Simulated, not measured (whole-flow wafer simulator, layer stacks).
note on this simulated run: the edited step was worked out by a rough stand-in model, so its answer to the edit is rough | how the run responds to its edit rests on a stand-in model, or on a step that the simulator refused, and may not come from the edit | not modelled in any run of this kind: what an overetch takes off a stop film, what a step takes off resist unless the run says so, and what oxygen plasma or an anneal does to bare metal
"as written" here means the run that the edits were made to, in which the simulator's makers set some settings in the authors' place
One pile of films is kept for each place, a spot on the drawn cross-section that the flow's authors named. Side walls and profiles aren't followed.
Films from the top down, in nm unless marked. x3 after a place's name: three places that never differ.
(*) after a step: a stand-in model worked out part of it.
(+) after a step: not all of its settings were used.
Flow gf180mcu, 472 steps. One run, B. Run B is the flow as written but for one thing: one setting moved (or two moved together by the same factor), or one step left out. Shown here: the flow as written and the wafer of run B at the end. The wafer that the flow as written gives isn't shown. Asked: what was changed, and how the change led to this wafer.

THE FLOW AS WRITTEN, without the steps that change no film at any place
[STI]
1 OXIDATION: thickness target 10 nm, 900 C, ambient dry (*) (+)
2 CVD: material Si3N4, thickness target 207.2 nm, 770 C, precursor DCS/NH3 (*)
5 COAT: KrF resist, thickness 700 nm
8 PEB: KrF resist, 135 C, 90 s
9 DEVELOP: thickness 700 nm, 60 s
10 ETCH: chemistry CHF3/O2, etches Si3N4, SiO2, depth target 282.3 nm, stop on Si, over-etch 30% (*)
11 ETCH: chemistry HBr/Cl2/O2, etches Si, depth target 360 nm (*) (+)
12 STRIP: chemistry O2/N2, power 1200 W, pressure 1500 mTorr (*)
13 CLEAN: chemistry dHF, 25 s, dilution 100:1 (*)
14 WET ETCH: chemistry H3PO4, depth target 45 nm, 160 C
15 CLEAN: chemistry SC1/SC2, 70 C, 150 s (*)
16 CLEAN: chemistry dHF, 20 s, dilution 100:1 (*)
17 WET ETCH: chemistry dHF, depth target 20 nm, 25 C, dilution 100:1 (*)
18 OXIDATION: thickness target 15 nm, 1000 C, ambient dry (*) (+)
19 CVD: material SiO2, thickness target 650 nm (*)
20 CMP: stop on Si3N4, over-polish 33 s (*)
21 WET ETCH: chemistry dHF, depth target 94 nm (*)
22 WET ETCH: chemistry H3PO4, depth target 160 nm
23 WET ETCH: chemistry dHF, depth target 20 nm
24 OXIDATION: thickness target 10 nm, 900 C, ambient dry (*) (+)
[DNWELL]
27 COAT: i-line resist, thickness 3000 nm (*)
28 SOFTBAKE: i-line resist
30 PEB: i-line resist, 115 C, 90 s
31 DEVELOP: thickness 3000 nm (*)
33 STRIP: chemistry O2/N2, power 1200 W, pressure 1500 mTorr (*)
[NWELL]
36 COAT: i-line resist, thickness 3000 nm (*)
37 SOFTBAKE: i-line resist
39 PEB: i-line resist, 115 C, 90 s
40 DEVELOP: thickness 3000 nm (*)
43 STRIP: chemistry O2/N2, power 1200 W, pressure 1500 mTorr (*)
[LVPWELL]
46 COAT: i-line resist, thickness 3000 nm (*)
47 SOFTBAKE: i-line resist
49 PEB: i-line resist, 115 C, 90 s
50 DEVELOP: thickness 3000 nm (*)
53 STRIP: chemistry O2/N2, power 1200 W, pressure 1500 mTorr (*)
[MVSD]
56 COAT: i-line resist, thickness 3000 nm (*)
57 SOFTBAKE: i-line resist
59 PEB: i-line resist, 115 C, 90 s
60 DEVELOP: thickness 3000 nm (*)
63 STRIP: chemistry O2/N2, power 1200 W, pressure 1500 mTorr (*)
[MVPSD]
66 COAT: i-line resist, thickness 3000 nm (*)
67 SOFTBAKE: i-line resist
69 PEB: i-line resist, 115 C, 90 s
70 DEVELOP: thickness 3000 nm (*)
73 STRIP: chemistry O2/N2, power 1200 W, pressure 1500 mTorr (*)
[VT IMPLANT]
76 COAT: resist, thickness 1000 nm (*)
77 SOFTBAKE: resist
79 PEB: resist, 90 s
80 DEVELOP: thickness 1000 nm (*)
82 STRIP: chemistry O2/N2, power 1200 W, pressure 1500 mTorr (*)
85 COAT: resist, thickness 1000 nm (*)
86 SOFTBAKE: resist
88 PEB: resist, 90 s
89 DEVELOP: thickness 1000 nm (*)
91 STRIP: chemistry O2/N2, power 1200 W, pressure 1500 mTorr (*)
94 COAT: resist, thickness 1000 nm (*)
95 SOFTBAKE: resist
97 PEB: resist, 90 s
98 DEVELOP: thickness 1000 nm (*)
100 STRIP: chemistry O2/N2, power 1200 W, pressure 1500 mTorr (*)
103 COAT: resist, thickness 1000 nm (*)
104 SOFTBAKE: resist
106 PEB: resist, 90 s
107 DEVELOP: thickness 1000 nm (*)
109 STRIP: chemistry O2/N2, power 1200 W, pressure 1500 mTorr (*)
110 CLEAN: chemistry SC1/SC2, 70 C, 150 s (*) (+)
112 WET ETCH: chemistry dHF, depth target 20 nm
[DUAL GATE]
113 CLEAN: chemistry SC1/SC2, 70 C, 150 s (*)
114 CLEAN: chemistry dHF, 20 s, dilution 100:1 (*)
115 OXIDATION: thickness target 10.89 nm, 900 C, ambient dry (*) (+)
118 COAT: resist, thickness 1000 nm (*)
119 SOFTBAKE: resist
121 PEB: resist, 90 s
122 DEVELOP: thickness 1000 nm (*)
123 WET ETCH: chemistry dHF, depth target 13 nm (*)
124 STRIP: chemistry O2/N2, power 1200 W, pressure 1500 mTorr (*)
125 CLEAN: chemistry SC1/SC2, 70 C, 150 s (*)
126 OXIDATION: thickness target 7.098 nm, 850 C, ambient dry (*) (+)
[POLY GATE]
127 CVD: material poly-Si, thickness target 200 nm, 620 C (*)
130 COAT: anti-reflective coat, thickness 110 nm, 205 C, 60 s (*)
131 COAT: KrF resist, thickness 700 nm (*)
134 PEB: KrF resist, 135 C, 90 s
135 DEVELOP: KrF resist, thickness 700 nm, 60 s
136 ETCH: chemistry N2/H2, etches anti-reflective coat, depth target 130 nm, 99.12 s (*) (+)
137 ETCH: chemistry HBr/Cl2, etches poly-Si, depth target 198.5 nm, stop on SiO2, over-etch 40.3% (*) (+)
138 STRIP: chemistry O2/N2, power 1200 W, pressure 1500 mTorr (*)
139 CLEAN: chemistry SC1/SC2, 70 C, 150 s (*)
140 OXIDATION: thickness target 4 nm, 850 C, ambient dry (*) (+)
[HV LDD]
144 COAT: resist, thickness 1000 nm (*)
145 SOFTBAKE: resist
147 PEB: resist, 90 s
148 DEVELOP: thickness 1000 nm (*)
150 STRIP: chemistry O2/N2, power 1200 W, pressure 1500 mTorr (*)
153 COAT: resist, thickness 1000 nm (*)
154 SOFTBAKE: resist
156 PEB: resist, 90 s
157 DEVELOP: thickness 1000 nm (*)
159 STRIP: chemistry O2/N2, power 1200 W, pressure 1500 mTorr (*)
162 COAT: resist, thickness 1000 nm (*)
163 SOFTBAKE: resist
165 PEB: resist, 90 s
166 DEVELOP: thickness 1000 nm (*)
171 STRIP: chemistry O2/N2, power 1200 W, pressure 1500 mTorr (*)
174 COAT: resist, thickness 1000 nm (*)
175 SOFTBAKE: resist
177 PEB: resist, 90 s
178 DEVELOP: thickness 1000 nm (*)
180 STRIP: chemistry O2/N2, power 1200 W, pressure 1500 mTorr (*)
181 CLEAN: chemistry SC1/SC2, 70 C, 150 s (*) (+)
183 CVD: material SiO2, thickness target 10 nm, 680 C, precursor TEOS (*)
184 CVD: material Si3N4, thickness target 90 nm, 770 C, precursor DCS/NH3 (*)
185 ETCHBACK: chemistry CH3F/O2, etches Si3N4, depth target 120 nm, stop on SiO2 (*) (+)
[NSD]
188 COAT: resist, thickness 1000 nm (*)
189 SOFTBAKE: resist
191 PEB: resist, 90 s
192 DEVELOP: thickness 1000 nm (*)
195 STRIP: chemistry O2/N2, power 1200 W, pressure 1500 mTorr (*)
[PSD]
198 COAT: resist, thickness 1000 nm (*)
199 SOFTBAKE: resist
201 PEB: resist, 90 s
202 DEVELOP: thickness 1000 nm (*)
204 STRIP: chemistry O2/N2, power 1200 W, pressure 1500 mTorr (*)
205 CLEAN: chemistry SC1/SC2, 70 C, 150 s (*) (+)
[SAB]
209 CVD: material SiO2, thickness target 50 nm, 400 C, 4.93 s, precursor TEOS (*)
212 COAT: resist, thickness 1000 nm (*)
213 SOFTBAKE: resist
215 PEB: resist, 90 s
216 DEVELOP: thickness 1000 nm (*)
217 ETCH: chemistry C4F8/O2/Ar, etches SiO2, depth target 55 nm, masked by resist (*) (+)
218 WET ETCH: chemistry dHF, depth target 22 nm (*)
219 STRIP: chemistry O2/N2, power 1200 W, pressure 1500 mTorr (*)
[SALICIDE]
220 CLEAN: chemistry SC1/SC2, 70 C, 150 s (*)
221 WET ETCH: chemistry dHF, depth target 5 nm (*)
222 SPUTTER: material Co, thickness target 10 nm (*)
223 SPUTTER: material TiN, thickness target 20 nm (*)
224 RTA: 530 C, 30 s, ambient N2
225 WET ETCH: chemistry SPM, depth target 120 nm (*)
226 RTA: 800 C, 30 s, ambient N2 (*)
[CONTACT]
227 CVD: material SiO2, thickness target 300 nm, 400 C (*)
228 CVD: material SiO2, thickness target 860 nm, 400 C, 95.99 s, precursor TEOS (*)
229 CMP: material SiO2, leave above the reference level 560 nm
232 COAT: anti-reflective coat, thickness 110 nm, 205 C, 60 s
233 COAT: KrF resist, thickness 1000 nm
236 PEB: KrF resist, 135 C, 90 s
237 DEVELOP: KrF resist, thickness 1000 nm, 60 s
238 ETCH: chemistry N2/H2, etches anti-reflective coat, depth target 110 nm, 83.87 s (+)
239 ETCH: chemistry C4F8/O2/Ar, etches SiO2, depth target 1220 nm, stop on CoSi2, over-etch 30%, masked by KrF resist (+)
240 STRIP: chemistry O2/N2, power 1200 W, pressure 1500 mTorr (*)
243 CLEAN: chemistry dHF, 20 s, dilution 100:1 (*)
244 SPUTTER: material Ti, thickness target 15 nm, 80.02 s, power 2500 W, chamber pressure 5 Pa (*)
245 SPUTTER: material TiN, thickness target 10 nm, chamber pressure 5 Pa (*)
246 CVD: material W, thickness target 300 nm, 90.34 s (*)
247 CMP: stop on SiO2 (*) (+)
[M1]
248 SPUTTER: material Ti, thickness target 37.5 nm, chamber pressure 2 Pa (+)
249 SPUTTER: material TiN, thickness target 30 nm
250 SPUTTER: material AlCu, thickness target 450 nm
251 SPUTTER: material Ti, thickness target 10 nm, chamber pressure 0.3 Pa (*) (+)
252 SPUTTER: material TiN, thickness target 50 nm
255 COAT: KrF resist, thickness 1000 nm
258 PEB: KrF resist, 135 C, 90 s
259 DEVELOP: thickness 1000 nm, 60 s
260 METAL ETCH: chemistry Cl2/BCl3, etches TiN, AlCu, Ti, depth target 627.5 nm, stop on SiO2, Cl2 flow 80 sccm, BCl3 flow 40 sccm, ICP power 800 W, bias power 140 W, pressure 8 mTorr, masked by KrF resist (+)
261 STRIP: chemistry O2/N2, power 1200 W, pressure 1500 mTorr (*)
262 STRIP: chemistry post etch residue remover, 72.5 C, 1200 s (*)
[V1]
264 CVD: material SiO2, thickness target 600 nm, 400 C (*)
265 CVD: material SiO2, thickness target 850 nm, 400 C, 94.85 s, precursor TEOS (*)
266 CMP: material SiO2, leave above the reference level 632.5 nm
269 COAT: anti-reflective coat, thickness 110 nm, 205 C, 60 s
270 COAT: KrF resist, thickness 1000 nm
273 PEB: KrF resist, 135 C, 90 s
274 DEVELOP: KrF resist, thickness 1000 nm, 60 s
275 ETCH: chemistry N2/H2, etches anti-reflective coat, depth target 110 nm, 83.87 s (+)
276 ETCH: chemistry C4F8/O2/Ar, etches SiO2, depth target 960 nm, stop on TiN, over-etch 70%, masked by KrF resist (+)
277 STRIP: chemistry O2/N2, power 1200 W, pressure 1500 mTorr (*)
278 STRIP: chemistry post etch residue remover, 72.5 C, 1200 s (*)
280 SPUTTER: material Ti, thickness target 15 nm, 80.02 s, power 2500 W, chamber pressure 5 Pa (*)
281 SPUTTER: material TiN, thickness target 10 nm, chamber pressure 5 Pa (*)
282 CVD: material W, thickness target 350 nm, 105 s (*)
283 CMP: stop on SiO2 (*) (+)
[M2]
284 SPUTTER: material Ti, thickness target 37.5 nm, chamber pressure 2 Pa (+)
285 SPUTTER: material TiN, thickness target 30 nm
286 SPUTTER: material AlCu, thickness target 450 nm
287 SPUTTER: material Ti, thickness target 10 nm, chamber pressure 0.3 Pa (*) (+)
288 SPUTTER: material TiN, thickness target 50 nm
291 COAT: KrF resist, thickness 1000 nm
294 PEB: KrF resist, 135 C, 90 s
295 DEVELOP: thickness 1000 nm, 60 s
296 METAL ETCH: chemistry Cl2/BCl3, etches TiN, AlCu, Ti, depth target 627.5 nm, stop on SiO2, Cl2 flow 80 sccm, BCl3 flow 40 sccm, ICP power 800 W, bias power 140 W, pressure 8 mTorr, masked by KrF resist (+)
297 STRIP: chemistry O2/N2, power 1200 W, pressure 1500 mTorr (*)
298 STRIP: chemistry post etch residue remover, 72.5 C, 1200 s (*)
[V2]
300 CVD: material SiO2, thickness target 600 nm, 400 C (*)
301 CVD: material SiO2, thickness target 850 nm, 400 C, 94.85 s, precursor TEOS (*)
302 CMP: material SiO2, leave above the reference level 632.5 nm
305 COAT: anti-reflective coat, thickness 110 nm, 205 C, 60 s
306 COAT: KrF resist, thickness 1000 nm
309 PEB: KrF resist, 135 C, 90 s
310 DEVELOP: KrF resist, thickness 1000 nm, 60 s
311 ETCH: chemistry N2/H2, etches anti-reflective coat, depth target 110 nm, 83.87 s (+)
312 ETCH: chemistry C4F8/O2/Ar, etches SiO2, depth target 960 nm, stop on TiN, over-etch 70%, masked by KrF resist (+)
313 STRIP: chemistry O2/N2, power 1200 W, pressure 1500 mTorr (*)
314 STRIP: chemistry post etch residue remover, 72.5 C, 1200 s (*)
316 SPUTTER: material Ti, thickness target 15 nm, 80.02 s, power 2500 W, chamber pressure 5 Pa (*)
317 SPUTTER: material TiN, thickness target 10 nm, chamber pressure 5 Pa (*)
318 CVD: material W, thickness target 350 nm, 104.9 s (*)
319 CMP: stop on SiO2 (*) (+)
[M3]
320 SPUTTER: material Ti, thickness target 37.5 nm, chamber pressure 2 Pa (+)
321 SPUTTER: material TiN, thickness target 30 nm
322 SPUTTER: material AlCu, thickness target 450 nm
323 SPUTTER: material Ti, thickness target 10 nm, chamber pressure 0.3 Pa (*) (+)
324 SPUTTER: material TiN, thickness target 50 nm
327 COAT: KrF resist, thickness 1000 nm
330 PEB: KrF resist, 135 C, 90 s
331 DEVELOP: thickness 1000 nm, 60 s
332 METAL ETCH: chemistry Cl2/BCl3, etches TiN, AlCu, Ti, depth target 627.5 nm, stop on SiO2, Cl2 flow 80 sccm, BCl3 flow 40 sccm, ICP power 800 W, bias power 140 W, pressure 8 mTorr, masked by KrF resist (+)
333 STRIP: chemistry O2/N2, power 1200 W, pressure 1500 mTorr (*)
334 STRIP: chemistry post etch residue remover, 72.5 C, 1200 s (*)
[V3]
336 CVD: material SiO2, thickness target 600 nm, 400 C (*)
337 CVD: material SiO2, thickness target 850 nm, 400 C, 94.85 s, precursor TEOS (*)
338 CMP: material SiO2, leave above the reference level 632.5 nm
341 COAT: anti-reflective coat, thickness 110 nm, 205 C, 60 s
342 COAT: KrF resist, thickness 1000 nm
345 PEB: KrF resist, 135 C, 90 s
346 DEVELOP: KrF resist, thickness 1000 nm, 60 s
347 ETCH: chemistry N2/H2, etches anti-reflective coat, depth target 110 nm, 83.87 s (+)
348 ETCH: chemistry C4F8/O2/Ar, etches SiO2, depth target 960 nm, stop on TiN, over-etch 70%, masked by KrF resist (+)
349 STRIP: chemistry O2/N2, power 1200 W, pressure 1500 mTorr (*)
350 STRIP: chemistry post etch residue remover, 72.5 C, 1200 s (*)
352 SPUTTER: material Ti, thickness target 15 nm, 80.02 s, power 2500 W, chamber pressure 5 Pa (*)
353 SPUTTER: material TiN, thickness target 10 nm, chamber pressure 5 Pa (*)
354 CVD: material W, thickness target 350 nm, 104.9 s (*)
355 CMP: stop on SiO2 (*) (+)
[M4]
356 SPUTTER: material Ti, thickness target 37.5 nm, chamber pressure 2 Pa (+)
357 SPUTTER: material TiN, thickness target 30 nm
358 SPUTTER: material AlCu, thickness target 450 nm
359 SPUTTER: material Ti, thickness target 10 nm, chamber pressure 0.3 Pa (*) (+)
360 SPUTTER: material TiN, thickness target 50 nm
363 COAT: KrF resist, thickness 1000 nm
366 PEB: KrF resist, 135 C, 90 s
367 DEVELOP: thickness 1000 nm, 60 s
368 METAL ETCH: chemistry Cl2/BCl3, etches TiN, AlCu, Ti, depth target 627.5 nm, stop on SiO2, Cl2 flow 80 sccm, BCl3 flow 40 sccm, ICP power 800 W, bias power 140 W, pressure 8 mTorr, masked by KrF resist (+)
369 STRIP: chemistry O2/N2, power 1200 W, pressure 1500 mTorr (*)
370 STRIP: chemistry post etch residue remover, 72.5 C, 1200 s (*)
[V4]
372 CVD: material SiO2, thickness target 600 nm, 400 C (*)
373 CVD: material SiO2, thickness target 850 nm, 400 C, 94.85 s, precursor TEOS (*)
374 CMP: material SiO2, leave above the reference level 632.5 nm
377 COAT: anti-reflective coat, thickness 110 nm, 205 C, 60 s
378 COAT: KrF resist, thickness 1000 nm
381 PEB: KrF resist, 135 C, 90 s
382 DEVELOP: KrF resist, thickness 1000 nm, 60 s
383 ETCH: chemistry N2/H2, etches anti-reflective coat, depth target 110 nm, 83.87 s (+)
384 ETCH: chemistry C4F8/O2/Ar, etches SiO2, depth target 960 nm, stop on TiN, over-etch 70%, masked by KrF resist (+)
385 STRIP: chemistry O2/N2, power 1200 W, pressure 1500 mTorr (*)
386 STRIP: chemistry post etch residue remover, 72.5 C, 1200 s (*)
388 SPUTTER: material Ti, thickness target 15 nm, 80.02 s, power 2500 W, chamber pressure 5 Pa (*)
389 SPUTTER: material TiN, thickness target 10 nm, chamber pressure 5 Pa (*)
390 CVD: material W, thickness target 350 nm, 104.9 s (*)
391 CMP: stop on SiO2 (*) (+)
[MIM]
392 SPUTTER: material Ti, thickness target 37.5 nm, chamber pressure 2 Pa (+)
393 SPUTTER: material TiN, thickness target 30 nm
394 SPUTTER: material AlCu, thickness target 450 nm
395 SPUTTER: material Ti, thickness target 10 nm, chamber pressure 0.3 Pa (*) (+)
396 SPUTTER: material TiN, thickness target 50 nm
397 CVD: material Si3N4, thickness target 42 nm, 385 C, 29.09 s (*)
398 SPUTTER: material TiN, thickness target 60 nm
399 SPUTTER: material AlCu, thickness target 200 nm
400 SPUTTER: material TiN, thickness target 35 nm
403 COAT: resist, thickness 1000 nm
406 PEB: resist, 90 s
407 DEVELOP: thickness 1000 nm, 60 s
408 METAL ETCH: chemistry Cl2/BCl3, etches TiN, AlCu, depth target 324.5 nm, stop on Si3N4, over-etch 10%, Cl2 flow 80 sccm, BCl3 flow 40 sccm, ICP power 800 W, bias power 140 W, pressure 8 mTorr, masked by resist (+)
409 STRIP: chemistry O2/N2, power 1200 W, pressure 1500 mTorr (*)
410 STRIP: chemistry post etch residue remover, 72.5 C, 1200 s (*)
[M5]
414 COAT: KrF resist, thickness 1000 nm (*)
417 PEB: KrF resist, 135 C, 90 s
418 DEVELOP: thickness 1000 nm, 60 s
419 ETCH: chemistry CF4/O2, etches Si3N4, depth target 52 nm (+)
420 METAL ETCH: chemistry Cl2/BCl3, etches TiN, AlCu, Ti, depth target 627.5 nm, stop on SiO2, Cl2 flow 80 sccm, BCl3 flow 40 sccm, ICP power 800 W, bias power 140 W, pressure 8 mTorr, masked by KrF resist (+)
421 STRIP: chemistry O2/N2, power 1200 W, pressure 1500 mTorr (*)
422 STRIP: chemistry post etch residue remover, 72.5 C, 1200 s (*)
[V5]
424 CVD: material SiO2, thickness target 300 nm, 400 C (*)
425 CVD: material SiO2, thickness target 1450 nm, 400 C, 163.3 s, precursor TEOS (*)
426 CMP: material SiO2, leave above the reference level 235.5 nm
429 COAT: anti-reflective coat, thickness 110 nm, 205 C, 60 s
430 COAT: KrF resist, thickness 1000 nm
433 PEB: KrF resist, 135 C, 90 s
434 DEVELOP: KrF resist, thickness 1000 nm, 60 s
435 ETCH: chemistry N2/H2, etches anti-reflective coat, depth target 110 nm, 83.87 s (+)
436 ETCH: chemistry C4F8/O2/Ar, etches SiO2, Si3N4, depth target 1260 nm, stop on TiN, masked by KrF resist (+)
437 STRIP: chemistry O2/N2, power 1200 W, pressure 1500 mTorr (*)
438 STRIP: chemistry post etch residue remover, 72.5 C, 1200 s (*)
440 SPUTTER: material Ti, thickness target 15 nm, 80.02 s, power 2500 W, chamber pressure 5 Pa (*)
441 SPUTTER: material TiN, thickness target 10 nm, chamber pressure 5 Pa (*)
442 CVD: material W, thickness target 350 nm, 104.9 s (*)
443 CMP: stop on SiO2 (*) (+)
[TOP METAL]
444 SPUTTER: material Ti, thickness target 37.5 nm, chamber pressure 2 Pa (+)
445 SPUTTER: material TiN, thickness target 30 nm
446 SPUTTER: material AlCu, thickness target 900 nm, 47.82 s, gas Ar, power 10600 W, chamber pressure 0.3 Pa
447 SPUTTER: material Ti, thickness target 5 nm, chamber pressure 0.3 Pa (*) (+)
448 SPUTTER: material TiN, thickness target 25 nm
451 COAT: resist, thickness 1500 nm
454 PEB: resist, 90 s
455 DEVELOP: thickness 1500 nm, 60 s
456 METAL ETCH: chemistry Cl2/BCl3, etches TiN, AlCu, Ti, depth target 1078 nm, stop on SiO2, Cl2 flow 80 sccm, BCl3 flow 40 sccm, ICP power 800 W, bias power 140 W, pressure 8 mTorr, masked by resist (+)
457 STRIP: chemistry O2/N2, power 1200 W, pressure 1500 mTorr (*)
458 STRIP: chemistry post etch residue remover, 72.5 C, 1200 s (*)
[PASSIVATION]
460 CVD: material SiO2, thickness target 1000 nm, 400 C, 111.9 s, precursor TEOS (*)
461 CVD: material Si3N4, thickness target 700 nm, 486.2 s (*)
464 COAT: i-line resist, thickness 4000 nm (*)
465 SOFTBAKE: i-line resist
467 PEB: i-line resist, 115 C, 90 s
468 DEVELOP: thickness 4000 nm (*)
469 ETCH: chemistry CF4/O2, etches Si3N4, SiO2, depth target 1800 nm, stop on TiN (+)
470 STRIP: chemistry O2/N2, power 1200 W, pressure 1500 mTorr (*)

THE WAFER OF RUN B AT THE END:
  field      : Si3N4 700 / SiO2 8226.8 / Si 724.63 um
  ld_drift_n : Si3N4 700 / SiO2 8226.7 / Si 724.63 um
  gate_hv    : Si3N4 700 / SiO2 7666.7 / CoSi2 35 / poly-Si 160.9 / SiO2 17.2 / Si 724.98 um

The cause: step 115, OXIDATION: thickness target 14.15 nm was run, where the flow has thickness target 10.89 nm.

How the change led to this, step by step:
  115 OXIDATION: thickness target 10.89 nm, 900 C, ambient dry (*) (+)
      active, n_well, p_well and 40 more: SiO2 +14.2 (new film), Si -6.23 (as written it would be: SiO2 +10.9 (new film), Si -4.79)
      sti, mim_1p0, pad and 19 more: SiO2 +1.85, Si -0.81 (as written it would be: SiO2 +1.22, Si -0.54)
      (and at 27 more places)
  123 WET ETCH: chemistry dHF, depth target 13 nm (*)
      active, n_well, p_well and 12 more: SiO2 -13 (as written it would be: SiO2 -10.9 (all of it))
  124 STRIP: chemistry O2/N2, power 1200 W, pressure 1500 mTorr (*)
      active, n_well, p_well and 12 more: nothing (as written it would be: chemical SiO2 +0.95 (new film), Si -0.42)
  126 OXIDATION: thickness target 7.098 nm, 850 C, ambient dry (*) (+)
      active, n_well, p_well and 12 more: SiO2 +6.29, Si -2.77 (as written it would be: SiO2 +7.1 (new film), chemical SiO2 -0.76 (all of it), Si -2.79)
  189 SOFTBAKE: resist
      field__w9: resist -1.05 (as written it would be: resist +1.85)
      active_nat: resist +2.72 (as written it would be: resist +1.71)
  199 SOFTBAKE: resist
      field__w9: resist -1.05 (as written it would be: resist +1.85)
      active_nat: resist +2.72 (as written it would be: resist +1.71)
  218 WET ETCH: chemistry dHF, depth target 22 nm (*)
      ldn_tap, ldn_src, ldn_drn, ldp_tap, ldp_src, ldp_drn, ldp_gr: SiO2 -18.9 (all of it) (as written it would be: SiO2 -16 (all of it))
      ld_drn_n, ld_sd_p: SiO2 -17.7 (all of it) (as written it would be: SiO2 -14.8 (all of it))
      (and at 5 more places)
